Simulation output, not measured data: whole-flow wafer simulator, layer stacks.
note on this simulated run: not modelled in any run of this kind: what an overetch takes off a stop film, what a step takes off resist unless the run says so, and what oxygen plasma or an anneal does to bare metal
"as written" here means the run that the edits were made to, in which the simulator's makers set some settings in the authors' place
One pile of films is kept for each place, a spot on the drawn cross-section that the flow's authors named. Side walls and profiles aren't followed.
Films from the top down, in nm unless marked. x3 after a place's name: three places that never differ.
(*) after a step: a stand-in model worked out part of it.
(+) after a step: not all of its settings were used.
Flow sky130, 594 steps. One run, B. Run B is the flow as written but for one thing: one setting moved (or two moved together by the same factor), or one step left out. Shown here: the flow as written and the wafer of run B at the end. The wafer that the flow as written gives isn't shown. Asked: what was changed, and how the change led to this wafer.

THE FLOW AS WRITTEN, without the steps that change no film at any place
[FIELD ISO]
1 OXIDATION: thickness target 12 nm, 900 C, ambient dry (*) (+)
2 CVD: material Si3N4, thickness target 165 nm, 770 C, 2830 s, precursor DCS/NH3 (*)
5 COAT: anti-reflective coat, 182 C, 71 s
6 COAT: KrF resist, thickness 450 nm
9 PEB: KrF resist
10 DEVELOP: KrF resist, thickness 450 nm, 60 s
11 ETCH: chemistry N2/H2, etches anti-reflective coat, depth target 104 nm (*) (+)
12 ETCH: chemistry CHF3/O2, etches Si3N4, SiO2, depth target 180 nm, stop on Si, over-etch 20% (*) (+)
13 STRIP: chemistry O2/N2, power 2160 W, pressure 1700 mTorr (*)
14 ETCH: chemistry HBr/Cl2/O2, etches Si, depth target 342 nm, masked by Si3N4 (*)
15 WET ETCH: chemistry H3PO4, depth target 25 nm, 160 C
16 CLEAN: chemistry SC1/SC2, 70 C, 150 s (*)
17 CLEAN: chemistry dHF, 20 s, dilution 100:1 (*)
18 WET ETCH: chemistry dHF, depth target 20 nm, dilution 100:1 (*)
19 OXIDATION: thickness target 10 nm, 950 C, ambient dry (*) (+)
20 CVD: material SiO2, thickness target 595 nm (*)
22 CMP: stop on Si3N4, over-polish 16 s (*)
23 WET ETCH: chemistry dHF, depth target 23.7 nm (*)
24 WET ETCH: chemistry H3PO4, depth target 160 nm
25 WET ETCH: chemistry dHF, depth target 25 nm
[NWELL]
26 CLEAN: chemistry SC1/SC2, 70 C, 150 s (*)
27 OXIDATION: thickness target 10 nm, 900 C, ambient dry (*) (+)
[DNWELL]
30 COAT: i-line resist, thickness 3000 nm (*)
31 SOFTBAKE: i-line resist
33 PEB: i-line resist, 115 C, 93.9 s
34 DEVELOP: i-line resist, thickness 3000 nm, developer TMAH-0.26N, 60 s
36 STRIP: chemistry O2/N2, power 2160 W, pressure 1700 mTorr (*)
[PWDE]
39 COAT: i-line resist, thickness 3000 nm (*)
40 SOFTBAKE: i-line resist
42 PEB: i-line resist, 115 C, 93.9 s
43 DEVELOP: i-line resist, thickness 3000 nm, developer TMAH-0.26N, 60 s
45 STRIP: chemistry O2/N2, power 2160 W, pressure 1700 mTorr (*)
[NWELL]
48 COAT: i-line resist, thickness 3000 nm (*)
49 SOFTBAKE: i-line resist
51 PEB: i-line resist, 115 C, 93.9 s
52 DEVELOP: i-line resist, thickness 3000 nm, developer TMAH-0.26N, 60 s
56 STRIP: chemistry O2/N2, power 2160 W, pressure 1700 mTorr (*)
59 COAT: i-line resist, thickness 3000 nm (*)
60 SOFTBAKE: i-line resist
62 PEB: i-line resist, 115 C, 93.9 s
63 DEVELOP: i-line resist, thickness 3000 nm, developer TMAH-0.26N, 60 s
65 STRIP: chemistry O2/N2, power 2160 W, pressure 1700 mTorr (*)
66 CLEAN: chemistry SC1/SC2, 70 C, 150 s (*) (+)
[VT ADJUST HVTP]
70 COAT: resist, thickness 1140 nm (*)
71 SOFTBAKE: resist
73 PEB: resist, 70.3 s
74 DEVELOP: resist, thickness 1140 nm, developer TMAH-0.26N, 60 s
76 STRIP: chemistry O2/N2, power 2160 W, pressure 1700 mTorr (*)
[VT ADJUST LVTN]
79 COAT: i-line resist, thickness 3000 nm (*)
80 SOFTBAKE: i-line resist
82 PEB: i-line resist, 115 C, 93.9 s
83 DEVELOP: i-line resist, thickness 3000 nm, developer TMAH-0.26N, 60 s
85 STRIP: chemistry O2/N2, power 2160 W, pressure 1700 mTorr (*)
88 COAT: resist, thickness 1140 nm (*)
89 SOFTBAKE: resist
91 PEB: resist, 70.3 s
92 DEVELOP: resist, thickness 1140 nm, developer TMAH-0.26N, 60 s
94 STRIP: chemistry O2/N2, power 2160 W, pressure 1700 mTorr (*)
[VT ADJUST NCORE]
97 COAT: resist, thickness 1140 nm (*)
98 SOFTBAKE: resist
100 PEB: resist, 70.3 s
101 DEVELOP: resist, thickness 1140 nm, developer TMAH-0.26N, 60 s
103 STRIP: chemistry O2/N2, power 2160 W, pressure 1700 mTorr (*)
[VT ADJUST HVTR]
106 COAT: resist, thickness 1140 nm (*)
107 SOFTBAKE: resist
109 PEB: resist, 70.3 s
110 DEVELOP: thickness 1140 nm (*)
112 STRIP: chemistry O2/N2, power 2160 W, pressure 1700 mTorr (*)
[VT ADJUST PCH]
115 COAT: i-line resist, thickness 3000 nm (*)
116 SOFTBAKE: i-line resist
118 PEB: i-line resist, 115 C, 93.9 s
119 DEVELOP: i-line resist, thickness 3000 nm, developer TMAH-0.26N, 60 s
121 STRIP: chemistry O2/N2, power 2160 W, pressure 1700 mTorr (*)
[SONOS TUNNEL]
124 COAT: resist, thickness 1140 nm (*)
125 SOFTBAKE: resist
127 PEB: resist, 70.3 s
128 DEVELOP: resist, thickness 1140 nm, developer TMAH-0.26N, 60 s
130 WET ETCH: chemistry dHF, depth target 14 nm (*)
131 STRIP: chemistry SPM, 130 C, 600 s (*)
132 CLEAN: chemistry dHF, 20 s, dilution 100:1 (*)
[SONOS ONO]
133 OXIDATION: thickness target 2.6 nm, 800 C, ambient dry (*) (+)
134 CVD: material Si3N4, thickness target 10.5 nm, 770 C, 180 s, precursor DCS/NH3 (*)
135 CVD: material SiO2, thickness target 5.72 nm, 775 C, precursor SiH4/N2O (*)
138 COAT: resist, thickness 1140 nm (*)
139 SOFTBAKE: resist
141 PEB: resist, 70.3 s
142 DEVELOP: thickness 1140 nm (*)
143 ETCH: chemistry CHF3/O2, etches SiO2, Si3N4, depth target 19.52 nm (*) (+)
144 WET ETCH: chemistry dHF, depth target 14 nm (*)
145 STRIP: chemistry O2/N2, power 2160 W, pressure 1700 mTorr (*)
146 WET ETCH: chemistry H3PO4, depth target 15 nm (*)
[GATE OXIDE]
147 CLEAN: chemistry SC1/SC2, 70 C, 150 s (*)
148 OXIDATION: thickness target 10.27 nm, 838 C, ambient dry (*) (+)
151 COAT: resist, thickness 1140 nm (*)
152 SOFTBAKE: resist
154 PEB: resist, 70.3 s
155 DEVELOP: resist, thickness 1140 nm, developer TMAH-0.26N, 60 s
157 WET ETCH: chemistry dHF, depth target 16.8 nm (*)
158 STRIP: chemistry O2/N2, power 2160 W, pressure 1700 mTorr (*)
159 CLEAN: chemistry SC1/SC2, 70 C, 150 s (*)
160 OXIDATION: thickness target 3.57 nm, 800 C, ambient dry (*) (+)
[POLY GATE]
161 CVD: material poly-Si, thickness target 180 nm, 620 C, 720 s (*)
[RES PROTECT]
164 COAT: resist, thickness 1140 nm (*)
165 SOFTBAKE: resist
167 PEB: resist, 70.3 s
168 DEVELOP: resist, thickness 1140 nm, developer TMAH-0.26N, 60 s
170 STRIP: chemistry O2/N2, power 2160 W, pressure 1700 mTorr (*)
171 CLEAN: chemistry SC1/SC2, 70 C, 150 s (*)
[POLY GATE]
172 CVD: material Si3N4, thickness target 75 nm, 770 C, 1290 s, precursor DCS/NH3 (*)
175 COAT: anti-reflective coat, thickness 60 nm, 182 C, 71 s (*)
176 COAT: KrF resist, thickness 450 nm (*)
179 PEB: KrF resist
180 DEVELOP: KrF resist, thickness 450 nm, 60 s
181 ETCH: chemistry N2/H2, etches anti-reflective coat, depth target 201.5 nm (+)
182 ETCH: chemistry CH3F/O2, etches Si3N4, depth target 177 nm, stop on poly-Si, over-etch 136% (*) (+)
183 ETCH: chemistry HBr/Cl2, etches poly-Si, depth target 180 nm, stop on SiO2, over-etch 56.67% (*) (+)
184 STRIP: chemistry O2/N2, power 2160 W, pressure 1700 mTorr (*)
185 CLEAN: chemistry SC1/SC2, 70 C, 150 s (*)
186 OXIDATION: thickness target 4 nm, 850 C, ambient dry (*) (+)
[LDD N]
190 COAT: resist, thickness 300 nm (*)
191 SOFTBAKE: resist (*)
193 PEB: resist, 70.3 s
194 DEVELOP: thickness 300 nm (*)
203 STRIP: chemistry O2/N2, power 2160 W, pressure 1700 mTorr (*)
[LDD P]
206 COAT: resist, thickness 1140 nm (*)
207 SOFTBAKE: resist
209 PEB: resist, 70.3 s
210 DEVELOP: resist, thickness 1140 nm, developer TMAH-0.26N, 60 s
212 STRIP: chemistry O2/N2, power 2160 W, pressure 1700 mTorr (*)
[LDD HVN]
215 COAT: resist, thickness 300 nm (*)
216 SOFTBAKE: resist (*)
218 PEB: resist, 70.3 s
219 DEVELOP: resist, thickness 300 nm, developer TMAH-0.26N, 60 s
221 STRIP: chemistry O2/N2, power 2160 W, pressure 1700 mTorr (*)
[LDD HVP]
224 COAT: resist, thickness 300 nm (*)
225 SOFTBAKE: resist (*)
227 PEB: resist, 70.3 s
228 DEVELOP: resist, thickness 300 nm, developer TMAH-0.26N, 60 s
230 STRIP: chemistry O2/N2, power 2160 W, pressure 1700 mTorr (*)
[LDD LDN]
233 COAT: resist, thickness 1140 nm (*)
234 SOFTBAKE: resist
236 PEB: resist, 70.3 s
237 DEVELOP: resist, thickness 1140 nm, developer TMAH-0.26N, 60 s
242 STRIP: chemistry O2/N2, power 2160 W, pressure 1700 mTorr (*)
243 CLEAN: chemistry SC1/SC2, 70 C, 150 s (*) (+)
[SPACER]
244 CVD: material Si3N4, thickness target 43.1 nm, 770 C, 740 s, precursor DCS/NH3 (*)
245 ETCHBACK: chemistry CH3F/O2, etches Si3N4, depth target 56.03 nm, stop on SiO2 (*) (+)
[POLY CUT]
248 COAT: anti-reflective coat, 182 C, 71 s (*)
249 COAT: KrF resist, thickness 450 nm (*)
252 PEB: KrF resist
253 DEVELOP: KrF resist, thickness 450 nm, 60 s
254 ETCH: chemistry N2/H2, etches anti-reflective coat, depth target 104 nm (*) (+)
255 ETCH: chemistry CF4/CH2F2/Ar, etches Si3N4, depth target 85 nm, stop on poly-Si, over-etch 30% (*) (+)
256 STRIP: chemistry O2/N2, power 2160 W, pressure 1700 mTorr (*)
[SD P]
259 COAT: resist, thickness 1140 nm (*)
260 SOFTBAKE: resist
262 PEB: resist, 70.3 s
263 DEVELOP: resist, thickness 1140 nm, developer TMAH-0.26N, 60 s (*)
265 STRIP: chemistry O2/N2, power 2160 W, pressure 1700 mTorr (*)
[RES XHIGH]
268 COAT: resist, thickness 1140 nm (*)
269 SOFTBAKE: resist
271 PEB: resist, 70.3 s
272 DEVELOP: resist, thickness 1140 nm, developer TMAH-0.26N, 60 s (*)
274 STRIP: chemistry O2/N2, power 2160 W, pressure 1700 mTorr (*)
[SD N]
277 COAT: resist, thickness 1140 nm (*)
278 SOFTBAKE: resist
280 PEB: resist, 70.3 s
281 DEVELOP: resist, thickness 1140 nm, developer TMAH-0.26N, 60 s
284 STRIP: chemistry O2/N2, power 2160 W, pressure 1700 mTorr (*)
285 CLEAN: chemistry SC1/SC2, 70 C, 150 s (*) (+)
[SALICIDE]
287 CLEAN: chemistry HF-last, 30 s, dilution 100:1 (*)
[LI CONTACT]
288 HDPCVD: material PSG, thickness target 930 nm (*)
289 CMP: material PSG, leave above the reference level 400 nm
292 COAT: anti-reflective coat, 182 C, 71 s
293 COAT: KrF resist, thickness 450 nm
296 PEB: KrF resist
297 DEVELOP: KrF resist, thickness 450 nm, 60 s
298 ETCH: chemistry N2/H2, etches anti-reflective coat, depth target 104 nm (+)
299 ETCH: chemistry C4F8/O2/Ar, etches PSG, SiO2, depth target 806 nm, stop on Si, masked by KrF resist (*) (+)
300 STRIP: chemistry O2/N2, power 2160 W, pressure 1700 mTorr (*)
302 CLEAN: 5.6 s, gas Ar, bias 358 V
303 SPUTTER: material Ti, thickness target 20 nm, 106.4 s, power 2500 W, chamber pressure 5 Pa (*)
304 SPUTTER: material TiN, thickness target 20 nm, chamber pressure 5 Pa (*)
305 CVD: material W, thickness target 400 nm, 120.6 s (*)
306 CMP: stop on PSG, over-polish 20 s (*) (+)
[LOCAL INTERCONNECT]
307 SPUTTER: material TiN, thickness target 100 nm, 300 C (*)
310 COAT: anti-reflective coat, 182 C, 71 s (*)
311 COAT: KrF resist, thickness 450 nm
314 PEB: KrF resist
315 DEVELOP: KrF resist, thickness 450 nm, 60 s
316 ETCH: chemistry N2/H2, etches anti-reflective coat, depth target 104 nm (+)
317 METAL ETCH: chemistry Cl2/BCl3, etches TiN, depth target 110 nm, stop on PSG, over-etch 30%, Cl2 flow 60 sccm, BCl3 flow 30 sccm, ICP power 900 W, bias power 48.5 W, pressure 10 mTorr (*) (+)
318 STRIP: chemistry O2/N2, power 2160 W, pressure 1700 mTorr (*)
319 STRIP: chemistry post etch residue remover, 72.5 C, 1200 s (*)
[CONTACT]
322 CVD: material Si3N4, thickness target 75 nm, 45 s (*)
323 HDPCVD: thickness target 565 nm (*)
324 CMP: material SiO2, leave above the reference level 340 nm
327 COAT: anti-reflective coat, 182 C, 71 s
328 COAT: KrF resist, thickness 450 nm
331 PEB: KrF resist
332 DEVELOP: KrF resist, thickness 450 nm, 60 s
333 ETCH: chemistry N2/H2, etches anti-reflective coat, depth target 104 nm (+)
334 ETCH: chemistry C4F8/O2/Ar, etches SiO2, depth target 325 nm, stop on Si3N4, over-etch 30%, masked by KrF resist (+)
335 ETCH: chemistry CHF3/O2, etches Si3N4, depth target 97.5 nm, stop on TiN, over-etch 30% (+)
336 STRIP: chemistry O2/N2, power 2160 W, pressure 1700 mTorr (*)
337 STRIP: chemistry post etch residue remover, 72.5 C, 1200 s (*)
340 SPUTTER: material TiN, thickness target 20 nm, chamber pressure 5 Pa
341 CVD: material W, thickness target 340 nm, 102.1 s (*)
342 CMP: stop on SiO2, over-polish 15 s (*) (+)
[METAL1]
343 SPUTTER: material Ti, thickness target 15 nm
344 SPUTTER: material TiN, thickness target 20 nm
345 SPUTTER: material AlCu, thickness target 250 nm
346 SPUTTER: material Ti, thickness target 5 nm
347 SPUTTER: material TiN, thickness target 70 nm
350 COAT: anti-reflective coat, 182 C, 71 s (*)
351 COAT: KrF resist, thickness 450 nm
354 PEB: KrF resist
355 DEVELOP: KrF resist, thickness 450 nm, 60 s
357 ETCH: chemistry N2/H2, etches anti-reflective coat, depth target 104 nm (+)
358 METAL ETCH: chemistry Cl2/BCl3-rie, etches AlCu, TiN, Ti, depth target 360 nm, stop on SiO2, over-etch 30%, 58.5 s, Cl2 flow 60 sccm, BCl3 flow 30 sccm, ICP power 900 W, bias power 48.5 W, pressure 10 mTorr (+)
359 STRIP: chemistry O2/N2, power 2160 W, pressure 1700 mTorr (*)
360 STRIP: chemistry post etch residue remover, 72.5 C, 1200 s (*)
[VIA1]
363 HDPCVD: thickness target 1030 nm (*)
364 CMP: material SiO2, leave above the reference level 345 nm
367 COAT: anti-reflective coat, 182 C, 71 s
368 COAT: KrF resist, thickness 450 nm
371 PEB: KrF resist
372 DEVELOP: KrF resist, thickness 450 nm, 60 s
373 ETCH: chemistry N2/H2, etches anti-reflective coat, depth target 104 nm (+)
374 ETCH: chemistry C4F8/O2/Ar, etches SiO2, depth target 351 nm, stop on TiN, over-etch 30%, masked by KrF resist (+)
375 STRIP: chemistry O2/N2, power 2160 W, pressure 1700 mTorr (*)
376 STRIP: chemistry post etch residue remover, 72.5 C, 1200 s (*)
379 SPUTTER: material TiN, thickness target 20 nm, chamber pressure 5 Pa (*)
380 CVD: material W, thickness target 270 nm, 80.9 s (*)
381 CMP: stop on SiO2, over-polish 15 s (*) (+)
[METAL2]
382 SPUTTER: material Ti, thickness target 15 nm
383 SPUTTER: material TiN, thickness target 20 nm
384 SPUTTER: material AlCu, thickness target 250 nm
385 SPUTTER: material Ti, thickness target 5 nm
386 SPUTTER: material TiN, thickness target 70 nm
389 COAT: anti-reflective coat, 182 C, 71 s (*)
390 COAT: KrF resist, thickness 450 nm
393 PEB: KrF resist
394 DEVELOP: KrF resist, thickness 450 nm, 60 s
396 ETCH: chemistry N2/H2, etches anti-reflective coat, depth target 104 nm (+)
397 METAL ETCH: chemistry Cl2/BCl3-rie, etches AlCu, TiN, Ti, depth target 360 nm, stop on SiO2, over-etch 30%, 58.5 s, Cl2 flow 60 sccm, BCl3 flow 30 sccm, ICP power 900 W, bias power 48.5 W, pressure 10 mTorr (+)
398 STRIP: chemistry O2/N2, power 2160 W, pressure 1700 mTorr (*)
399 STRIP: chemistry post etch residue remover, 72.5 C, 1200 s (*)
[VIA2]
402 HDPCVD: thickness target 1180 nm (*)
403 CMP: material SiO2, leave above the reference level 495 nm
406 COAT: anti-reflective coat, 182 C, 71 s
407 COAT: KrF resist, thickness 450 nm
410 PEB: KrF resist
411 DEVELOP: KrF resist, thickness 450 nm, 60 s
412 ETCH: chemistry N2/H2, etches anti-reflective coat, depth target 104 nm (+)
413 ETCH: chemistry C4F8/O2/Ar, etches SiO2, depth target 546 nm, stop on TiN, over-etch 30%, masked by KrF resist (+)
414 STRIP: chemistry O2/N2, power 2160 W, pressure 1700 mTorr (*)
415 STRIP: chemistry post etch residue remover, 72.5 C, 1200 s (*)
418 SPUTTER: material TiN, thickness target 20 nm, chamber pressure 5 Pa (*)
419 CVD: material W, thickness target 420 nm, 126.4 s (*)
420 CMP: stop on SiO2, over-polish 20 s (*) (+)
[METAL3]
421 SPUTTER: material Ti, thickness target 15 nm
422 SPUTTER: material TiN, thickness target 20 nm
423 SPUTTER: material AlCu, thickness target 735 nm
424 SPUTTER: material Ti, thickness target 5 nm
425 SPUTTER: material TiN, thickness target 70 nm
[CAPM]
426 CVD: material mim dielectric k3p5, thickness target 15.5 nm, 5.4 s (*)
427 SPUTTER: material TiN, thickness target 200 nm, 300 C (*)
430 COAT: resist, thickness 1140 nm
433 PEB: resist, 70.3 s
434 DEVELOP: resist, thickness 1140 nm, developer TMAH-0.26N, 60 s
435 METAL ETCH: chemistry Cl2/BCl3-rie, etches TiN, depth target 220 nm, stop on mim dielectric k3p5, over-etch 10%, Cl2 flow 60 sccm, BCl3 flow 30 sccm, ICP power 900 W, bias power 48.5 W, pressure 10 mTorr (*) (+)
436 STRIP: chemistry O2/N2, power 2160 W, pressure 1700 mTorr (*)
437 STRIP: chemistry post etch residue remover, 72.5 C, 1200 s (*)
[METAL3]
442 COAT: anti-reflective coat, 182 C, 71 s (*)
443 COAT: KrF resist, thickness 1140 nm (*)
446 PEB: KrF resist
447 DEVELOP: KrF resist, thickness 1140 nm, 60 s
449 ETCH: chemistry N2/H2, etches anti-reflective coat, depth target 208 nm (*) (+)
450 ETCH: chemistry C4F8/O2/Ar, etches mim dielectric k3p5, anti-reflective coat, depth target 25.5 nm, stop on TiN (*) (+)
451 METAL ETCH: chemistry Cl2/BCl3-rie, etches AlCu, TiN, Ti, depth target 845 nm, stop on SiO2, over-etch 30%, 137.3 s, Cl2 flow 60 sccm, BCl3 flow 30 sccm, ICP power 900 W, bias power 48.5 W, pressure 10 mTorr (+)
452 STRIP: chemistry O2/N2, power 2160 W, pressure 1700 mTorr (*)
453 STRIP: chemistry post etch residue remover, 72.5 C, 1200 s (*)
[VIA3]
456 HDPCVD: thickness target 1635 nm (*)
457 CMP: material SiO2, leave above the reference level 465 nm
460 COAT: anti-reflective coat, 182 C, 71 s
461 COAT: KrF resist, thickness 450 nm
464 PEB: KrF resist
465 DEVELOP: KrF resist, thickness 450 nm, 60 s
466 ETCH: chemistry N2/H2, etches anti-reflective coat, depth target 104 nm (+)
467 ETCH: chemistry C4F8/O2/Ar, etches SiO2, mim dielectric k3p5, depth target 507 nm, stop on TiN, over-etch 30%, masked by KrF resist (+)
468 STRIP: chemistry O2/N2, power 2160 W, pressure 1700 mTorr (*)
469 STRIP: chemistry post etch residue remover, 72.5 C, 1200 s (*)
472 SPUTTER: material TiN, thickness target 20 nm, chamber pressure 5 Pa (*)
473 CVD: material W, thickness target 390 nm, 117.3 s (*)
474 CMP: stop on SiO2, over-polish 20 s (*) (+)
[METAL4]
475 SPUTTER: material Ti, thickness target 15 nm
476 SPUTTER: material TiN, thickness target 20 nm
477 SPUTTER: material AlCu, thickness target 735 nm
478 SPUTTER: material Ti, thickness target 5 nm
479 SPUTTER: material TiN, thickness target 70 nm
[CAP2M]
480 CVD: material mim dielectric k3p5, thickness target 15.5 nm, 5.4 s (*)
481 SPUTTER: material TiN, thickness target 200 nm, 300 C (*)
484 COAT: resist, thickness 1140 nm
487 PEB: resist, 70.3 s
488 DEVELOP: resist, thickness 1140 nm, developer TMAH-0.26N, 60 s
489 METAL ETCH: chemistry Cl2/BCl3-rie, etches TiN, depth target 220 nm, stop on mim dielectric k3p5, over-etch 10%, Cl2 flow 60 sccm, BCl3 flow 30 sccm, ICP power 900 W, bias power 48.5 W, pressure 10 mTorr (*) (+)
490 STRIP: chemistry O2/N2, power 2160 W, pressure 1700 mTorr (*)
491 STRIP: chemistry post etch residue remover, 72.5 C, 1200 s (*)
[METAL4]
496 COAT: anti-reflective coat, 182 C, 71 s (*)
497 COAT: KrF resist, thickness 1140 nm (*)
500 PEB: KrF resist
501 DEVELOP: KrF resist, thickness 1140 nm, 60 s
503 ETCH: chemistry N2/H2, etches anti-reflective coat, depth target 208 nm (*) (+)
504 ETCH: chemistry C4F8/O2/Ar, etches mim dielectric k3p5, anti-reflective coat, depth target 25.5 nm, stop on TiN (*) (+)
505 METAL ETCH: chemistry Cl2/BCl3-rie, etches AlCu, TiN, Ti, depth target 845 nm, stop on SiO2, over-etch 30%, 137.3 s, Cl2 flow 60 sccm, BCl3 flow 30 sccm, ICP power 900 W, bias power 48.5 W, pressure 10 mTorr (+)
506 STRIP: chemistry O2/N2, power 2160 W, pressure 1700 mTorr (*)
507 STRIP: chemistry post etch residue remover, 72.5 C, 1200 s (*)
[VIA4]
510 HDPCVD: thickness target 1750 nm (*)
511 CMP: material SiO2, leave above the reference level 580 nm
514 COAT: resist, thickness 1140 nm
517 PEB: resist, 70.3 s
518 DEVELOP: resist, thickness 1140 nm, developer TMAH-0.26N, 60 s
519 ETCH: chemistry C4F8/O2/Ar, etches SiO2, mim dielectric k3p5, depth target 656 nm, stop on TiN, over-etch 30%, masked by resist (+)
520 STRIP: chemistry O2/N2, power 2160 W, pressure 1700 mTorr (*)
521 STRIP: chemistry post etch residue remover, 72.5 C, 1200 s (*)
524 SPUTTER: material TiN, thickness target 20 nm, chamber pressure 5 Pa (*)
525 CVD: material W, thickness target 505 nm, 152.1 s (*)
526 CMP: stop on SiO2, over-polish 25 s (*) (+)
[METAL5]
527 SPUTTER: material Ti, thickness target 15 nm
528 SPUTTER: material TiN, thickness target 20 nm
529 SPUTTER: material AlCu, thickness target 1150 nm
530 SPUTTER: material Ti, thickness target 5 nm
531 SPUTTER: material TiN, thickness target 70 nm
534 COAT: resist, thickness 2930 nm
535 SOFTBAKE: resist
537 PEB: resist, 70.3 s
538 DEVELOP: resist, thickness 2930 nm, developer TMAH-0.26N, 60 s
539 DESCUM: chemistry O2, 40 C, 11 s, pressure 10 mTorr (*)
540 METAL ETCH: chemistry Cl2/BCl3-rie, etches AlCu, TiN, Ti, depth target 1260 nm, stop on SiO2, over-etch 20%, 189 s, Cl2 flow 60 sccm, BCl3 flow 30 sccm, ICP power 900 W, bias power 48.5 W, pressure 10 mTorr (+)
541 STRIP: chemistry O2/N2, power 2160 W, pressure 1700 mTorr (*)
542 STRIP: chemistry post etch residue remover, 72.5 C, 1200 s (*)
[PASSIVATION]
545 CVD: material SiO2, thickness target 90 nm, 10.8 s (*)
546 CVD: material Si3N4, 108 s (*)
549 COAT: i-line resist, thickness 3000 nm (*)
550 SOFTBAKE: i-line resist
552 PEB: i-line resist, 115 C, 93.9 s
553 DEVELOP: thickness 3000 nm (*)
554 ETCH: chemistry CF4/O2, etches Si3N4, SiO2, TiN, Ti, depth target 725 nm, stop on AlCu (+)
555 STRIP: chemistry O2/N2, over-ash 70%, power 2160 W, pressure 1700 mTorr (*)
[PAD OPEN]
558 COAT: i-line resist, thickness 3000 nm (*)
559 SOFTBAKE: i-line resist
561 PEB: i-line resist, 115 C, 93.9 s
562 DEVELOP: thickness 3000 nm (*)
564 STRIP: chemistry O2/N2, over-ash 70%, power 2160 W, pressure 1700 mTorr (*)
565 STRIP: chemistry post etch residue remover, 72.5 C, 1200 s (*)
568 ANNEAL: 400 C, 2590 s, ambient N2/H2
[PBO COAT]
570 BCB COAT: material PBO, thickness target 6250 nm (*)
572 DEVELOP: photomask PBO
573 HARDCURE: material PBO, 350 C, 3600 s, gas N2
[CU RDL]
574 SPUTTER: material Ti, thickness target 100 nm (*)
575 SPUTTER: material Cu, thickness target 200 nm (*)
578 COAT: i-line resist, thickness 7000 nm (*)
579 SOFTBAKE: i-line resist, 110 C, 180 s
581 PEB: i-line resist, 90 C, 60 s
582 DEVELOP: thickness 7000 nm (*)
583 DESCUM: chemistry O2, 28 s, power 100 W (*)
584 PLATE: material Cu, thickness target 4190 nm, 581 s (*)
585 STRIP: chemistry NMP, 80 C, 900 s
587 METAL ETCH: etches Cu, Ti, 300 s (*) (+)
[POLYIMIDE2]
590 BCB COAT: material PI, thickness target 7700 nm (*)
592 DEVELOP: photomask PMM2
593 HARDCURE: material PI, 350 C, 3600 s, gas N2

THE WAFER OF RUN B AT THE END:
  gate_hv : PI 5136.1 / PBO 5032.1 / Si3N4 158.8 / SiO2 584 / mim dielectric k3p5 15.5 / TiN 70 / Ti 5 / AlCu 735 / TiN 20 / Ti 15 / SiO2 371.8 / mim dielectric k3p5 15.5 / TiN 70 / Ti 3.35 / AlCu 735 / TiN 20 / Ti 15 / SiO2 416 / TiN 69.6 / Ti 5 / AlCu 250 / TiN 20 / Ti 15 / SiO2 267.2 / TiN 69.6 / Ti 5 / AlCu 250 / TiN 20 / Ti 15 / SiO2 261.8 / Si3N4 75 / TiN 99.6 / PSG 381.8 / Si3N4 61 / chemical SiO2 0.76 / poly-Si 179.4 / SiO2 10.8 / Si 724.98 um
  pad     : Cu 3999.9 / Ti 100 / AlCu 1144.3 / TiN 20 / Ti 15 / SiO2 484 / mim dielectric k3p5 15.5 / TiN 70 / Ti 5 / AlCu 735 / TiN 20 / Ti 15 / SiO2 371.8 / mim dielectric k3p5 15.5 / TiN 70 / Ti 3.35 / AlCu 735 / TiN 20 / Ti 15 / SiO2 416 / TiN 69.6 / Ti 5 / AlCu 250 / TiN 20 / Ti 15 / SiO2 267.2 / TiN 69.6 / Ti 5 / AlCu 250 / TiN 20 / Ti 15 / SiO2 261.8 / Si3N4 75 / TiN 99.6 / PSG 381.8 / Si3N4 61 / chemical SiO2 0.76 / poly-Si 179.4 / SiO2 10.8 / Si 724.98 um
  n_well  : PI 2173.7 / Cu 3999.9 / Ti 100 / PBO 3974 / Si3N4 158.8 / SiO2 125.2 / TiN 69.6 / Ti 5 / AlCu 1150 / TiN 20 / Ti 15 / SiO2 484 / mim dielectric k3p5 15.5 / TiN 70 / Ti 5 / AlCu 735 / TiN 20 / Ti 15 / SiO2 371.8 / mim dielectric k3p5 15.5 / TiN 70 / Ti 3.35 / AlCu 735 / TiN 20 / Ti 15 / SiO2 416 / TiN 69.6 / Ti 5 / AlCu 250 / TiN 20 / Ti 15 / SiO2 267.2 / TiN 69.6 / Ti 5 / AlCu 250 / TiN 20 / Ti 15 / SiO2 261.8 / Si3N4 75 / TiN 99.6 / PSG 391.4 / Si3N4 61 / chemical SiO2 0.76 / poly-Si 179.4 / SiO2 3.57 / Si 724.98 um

The cause: step 424, SPUTTER: thickness target 3.35 nm was run, where the flow has thickness target 5 nm.
It can be read off the wafer: gate_hv has Ti 3.35, and step 424 as written asks for 5 nm.

How the change led to this, step by step:
  424 SPUTTER: material Ti, thickness target 5 nm
      field, active, n_well and 188 more: Ti +3.35 (new film) (as written it would be: Ti +5 (new film))
  451 METAL ETCH: chemistry Cl2/BCl3-rie, etches AlCu, TiN, Ti, depth target 845 nm, stop on SiO2, over-etch 30%, 137.3 s, Cl2 flow 60 sccm, BCl3 flow 30 sccm, ICP power 900 W, bias power 48.5 W, pressure 10 mTorr (+)
      field, gate, spacer and 68 more: TiN -70 (all of it), Ti -3.35 (all of it), AlCu -735 (all of it), TiN -20 (all of it), Ti -15 (all of it), SiO2 -25.5 (as written it would be: TiN -70 (all of it), Ti -5 (all of it), AlCu -735 (all of it), TiN -20 (all of it), Ti -15 (all of it), SiO2 -25.4)
      active, vpp_ln, vpp_iso2 and 11 more: TiN -70 (all of it), Ti -3.35 (all of it), AlCu -735 (all of it), TiN -20 (all of it), Ti -15 (all of it), SiO2 -25.5 (as written it would be: TiN -70 (all of it), Ti -5 (all of it), AlCu -735 (all of it), TiN -20 (all of it), Ti -15 (all of it), SiO2 -25.3)
